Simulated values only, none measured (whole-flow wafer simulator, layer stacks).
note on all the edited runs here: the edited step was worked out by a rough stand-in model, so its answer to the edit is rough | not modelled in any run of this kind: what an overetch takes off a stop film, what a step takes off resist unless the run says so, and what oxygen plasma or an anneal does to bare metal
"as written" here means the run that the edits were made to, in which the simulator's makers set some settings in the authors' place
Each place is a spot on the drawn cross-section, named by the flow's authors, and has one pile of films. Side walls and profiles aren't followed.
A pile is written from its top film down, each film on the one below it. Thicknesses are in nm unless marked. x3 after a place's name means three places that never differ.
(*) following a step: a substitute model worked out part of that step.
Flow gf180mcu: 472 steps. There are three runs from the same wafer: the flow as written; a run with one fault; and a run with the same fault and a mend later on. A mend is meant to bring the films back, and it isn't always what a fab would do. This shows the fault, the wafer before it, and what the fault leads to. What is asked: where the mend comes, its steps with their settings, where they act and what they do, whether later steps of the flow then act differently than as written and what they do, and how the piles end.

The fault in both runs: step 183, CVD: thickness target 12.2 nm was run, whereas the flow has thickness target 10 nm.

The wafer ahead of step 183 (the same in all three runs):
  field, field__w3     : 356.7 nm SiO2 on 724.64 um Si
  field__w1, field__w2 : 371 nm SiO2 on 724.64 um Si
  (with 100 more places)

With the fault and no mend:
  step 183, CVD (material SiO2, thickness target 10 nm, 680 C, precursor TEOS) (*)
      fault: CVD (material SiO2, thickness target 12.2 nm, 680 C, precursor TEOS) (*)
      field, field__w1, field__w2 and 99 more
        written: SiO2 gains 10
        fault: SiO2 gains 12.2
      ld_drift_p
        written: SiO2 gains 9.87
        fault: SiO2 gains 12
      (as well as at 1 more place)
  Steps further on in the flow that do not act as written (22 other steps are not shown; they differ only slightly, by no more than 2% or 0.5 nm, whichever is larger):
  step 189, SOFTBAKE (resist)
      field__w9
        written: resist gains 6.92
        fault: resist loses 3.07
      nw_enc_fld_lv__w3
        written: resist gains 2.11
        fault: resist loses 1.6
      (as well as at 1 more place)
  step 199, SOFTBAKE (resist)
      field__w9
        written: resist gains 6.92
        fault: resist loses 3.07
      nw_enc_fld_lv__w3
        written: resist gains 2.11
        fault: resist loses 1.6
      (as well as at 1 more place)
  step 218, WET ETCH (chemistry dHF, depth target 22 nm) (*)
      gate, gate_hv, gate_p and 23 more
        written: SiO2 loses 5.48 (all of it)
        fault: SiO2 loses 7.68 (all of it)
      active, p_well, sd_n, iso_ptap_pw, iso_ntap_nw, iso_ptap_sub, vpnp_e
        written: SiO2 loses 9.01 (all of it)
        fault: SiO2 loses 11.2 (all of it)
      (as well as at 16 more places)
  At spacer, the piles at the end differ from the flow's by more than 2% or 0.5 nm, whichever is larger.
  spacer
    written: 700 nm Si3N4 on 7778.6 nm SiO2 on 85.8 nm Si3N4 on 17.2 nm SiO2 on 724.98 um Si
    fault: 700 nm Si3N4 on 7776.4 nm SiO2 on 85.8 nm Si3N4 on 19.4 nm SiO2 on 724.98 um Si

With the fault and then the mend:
  After step 183 comes the mend.
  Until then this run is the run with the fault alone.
  step 183a, WET ETCH (chemistry dHF, depth target 2.2 nm, 25 C, dilution 100:1) (a further turn of the flow's step 17, with different settings)
      field, field__w1, field__w2 and 101 more
        SiO2 loses 2.2
  None of the later steps of the flow differs from how it acts as written, at any place that is followed, by more than 2% or 0.5 nm, whichever is larger.
  The piles end only slightly different from the flow's at the places that both follow, by no more than 2% or 0.5 nm, whichever is larger.
